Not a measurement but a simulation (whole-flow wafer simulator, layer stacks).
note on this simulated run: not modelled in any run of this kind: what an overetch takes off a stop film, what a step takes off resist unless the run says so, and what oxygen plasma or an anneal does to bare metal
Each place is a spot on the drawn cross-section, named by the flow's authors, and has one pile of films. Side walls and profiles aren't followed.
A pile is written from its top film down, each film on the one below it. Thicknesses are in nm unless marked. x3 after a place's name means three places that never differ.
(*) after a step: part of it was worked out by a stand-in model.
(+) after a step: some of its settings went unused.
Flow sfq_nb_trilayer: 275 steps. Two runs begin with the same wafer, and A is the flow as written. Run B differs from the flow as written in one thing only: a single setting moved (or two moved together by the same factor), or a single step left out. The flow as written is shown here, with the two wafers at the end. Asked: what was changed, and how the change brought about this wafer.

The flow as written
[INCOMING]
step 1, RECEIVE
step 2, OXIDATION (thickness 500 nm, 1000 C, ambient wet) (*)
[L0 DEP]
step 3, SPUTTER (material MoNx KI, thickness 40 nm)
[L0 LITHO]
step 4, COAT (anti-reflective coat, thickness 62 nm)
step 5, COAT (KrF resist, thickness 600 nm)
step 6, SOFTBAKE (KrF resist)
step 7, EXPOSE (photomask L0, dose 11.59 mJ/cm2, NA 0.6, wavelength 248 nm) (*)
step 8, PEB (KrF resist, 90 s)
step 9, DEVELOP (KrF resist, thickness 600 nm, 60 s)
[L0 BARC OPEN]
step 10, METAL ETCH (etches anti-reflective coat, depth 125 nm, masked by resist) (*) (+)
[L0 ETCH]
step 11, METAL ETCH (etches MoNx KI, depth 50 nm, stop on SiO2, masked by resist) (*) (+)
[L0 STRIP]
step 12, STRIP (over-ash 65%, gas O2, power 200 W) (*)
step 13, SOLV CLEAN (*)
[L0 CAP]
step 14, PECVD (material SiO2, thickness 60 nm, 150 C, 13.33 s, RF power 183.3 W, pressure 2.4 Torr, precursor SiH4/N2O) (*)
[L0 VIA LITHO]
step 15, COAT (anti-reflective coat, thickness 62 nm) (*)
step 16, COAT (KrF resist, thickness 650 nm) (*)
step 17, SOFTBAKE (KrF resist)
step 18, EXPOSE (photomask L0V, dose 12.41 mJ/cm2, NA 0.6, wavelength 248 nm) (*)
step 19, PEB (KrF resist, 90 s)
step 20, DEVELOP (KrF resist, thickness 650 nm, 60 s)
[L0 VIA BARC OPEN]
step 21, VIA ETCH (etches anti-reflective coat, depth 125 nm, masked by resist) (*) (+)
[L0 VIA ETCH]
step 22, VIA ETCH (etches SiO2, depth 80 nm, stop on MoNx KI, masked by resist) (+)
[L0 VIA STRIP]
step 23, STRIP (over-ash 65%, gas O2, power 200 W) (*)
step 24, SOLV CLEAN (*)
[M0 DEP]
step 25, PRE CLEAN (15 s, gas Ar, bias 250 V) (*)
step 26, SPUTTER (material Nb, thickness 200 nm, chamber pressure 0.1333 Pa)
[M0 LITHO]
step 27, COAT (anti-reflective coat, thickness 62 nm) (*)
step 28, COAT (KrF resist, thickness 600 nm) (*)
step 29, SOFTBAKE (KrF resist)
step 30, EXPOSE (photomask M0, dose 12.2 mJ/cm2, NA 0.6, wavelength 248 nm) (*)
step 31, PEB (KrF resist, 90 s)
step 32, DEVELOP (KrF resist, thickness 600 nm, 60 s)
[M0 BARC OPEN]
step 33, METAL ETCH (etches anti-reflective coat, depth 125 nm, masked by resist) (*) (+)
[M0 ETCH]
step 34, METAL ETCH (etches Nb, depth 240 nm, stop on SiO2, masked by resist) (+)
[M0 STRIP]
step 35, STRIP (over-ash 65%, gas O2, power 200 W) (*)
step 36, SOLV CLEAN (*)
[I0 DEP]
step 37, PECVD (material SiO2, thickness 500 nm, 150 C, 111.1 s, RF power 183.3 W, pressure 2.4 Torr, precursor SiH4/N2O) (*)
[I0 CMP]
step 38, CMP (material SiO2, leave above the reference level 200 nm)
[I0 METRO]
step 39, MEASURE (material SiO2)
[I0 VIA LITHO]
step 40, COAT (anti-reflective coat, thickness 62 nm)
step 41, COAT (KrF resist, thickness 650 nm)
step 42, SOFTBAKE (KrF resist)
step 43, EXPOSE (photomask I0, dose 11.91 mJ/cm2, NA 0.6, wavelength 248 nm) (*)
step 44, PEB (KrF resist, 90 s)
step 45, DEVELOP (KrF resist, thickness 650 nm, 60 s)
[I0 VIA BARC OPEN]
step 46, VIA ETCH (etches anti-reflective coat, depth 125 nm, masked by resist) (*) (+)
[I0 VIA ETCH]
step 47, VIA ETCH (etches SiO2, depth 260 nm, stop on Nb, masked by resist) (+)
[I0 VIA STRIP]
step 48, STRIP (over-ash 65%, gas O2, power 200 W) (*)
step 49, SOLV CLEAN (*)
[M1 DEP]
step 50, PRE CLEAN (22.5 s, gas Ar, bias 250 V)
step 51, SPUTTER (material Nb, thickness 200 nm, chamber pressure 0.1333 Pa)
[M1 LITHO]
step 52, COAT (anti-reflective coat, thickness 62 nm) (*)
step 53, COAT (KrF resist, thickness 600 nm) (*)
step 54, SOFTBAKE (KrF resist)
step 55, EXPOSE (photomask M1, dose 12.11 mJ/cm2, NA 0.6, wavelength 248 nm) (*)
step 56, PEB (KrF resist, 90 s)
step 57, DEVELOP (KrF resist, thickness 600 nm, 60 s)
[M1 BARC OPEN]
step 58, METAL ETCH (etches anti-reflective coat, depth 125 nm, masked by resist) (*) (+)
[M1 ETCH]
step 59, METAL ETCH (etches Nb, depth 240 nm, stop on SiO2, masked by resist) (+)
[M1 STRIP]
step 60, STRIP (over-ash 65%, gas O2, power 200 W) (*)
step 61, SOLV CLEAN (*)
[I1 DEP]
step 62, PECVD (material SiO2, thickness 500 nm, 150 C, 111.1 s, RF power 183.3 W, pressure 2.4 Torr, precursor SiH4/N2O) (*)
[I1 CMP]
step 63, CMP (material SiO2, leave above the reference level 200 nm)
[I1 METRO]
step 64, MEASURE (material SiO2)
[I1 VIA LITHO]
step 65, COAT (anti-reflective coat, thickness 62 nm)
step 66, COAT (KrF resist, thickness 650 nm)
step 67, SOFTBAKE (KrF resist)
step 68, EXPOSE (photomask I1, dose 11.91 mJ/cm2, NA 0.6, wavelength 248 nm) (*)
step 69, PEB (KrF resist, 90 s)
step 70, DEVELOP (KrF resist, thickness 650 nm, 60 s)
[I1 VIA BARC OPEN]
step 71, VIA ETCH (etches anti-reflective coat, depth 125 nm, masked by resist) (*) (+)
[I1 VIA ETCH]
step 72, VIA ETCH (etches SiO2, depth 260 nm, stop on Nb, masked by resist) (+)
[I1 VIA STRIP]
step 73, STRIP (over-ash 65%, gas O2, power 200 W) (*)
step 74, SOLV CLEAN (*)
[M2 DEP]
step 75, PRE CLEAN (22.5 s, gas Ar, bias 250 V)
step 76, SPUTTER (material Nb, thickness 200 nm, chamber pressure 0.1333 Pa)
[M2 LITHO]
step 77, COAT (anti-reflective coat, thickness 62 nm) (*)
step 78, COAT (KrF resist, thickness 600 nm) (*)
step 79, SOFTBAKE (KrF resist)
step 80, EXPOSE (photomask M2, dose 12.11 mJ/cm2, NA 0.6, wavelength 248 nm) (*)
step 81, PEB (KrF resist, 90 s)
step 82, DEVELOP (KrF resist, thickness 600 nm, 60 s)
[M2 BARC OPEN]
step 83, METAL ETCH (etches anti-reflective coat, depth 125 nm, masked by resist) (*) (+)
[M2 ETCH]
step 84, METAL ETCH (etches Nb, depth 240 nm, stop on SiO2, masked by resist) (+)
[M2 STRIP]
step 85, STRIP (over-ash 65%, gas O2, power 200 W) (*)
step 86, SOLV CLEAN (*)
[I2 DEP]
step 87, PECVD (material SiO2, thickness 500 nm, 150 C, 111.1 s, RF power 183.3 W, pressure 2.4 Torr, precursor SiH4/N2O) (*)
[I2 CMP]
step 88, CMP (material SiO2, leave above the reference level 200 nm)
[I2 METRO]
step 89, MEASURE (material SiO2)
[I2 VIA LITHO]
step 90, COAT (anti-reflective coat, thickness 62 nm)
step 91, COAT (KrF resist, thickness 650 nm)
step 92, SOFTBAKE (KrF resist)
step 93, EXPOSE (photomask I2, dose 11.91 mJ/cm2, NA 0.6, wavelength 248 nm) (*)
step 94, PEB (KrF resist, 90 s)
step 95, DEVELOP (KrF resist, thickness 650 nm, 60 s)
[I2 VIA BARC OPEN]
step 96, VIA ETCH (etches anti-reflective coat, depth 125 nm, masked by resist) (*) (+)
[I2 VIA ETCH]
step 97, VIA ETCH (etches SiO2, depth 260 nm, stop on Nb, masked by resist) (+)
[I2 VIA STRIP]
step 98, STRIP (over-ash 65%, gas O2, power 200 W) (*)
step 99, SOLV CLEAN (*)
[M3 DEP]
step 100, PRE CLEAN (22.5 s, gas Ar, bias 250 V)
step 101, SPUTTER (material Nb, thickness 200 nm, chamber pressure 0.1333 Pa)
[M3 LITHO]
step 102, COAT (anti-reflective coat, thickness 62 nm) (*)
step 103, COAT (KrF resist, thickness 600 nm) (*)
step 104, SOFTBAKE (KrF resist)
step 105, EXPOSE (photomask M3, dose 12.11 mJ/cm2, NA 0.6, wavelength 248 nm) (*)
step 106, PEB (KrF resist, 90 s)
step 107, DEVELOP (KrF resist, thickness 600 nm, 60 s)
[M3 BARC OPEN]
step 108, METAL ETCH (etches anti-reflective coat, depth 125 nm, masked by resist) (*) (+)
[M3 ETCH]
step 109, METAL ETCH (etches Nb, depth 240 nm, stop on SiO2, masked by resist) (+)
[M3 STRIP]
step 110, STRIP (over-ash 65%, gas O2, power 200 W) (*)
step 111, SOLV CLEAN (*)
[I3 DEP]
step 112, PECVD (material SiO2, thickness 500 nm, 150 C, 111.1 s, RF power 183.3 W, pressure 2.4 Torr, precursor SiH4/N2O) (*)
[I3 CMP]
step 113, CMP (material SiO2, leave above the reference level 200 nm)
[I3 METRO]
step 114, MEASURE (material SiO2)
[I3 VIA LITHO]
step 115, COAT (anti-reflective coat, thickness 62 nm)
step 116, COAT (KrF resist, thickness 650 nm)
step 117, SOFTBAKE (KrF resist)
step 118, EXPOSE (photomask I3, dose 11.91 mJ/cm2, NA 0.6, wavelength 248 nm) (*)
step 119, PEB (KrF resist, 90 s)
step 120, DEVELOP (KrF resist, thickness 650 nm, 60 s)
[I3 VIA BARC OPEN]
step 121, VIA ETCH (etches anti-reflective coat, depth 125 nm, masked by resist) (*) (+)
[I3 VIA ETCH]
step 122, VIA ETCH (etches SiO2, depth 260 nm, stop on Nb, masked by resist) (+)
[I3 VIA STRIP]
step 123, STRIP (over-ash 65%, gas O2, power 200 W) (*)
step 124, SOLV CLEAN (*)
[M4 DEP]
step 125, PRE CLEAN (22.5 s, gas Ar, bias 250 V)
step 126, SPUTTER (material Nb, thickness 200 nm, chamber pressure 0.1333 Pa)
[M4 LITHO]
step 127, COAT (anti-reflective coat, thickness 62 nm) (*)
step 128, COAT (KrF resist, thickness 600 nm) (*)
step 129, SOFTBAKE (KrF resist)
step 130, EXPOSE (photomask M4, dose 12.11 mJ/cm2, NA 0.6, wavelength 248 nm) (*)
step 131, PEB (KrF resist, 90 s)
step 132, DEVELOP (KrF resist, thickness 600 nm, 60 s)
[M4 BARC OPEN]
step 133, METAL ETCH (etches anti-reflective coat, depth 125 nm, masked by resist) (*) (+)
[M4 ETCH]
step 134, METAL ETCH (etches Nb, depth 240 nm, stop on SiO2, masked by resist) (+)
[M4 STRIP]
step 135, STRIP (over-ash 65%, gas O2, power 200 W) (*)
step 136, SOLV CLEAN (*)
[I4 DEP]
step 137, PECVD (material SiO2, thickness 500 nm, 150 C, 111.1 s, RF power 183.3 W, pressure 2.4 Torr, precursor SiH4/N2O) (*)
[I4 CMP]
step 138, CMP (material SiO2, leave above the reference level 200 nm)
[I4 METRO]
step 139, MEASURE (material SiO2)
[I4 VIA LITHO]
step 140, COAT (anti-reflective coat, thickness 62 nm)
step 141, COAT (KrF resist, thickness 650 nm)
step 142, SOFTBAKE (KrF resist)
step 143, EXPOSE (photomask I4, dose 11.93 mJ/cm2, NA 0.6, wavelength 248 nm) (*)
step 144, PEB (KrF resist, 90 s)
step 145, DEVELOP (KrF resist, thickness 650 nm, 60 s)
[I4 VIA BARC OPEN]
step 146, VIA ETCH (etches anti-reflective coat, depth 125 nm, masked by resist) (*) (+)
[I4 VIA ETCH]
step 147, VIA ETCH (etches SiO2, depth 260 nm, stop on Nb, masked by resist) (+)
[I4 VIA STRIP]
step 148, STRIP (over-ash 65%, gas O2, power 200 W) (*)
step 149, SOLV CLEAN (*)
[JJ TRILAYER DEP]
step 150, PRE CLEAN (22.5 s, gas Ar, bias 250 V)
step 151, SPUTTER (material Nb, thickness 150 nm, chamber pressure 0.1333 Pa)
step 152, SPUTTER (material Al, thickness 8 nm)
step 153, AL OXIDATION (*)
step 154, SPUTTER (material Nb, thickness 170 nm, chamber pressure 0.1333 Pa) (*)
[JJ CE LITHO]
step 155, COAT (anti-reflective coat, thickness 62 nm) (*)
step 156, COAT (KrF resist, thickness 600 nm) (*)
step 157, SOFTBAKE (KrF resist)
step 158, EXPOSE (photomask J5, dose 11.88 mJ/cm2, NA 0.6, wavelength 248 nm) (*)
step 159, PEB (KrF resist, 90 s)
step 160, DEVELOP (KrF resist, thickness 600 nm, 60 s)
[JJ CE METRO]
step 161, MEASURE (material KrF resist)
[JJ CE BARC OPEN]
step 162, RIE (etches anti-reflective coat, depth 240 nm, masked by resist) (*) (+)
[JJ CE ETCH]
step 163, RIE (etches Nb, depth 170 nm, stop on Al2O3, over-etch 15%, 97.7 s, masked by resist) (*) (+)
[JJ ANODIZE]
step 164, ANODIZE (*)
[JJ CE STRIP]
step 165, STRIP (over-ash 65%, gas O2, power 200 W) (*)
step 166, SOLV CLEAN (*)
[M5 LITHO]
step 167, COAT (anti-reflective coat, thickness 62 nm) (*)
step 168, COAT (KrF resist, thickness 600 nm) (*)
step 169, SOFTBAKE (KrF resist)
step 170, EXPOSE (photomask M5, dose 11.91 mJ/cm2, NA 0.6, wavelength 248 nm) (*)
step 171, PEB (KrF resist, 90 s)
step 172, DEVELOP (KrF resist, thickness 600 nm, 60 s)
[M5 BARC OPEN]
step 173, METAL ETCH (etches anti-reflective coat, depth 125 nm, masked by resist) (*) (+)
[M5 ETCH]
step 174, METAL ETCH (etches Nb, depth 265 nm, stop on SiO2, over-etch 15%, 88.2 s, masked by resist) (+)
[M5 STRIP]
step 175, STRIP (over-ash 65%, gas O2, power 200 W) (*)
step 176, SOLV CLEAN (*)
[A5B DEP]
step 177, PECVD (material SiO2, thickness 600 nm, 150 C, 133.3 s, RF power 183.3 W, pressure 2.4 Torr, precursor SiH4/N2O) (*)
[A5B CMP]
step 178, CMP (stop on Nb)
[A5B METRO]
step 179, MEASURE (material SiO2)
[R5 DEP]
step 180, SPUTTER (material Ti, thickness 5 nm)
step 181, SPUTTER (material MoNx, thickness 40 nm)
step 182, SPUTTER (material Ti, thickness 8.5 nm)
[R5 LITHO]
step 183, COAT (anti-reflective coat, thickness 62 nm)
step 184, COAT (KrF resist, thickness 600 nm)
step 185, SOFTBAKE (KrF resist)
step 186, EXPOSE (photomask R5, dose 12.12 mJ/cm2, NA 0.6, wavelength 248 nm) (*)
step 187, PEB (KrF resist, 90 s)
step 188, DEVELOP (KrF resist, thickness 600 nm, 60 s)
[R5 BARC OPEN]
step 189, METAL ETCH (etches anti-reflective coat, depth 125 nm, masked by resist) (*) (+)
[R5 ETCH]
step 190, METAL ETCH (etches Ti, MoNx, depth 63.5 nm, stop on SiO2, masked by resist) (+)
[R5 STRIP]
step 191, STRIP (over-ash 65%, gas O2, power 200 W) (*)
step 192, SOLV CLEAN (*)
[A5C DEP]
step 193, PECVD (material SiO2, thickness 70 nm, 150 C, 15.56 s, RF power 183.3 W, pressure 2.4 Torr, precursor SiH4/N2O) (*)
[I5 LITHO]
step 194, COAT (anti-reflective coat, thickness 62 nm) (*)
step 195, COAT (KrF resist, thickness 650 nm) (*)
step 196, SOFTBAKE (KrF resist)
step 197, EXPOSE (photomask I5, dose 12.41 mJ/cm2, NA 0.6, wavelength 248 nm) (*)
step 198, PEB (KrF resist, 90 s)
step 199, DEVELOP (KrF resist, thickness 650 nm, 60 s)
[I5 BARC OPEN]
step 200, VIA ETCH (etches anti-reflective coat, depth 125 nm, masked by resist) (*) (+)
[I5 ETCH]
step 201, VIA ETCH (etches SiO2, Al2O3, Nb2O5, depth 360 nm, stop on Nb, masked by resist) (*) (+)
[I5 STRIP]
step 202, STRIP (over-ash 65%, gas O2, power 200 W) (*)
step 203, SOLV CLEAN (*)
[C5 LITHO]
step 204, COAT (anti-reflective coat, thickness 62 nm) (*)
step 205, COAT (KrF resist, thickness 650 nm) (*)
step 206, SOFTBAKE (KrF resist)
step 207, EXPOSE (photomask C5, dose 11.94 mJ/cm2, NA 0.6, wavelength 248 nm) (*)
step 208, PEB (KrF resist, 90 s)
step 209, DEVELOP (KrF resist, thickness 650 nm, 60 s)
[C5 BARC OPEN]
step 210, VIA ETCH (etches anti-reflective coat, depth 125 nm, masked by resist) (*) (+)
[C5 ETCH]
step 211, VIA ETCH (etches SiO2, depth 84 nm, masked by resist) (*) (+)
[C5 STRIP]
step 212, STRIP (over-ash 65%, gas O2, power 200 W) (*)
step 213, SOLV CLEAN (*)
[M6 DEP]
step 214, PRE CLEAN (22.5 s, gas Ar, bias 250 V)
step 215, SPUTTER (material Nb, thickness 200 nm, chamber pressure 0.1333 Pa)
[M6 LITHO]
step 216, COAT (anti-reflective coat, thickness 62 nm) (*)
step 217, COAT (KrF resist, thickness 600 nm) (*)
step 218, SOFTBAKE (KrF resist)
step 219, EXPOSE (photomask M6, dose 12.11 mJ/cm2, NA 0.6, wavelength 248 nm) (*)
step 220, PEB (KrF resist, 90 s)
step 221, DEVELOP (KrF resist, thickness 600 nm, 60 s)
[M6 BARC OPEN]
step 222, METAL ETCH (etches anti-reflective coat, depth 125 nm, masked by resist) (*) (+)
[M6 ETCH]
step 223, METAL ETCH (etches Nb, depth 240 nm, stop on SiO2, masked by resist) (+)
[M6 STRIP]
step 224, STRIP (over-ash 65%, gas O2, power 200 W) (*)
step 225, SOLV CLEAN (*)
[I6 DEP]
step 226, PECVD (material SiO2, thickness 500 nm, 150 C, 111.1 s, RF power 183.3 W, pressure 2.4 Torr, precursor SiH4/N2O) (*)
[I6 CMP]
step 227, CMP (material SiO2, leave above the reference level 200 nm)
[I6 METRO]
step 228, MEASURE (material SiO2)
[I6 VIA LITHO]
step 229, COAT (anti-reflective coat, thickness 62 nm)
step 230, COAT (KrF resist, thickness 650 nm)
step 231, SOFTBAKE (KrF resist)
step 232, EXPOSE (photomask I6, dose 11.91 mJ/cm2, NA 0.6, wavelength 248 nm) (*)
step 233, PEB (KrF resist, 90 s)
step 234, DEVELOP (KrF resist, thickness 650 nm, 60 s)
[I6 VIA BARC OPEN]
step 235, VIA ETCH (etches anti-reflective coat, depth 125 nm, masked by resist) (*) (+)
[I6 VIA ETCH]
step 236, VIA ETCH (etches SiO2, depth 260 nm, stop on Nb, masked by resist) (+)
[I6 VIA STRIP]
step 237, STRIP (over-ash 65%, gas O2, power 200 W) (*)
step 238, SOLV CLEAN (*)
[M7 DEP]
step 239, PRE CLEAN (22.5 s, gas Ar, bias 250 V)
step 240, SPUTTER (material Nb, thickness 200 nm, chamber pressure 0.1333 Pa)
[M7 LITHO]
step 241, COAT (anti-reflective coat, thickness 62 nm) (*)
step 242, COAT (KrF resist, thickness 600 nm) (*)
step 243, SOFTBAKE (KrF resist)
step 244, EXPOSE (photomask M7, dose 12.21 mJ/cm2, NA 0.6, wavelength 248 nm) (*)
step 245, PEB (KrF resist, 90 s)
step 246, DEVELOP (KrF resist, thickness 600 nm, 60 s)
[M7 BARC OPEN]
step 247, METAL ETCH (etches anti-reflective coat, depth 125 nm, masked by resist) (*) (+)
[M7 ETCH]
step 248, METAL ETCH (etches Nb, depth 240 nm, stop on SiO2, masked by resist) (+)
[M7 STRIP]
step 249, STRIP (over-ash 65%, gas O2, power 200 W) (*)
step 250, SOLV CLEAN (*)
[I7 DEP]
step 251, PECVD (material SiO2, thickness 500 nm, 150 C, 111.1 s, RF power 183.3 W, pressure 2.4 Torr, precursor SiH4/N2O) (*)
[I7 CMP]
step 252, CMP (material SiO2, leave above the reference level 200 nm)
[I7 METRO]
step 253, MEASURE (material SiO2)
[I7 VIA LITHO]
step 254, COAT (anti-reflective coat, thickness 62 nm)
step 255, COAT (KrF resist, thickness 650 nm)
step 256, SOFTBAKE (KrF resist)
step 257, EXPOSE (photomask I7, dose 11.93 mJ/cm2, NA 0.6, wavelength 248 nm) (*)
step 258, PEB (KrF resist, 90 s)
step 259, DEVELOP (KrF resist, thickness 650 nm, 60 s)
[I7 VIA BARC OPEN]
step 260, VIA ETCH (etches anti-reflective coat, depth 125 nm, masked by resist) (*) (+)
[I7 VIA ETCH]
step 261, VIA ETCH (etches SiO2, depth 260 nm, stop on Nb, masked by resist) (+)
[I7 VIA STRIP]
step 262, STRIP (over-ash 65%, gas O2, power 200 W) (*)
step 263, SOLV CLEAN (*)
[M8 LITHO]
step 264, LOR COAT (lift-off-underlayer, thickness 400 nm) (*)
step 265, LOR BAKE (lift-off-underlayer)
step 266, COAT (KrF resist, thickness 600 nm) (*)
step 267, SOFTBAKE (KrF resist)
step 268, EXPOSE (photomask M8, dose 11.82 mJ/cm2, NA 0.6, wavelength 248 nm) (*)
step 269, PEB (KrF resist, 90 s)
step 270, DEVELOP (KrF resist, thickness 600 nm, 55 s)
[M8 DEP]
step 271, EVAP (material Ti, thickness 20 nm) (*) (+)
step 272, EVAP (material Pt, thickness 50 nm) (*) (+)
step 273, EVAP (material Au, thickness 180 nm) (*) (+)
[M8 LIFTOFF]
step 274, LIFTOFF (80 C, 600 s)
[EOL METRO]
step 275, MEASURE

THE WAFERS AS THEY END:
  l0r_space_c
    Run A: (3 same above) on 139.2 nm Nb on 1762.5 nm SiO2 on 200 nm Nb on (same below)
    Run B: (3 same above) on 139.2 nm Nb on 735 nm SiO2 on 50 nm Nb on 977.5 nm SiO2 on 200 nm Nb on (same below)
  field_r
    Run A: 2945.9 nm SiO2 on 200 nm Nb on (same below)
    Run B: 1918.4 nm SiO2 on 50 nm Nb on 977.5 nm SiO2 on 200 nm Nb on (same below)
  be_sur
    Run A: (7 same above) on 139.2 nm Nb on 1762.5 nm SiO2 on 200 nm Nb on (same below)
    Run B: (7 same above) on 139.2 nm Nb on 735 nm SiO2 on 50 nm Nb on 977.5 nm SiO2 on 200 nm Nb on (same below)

Cause: step 109, METAL ETCH: depth 150 nm was run, while the flow as written has depth 240 nm.

The path from the change to this, step by step:
  step 109, METAL ETCH (etches Nb, depth 240 nm, stop on SiO2, masked by resist) (+)
      field_l, be, be_sur and 72 more: A -200 Nb (all of it) | B -150 Nb
      v_sur, via_wl, via_w and 28 more: A -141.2 KrF resist | B -88.2 KrF resist
  step 110, STRIP (over-ash 65%, gas O2, power 200 W) (*)
      p4_w1, p4_w2, p4_w3 and 21 more: A -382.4 KrF resist (all of it), -62 anti-reflective coat (all of it) | B -435.3 KrF resist (all of it), -62 anti-reflective coat (all of it)
      v_sur: A -365.3 KrF resist (all of it), -61.1 anti-reflective coat (all of it) | B -418.3 KrF resist (all of it), -61.1 anti-reflective coat (all of it)
      (as well as at 6 more places)
  step 112, PECVD (material SiO2, thickness 500 nm, 150 C, 111.1 s, RF power 183.3 W, pressure 2.4 Torr, precursor SiH4/N2O) (*)
      field_l, be, be_sur and 64 more: A +500 SiO2 | B +500 SiO2 (new film)
      p4_g1, p4_g2, p3_s0, p3_s1, p3_s2, p3_s3, p3_s4, p3_s5: A +557.1 SiO2 | B +507.1 SiO2 (new film)
  step 113, CMP (material SiO2, leave above the reference level 200 nm)
      field_l, be, be_sur and 64 more: A -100 SiO2 | B -150 SiO2
If metal films that touch count as one body, l0r_space_c has 3 bodies (between them, from the top down: SiO2 735; SiO2 977.5); the flow as written gives 2 bodies (between them, from the top down: SiO2 1762.5).
If metal films that touch count as one body, field_r has 2 bodies (between them, from the top down: SiO2 977.5); the flow as written gives 1 body.
If metal films that touch count as one body, be_sur has 5 bodies (between them, from the top down: SiO2 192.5; SiO2 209 / Al2O3 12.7 / Nb2O5 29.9; SiO2 735; SiO2 977.5); the flow as written gives 4 bodies (between them, from the top down: SiO2 192.5; SiO2 209 / Al2O3 12.7 / Nb2O5 29.9; SiO2 1762.5).
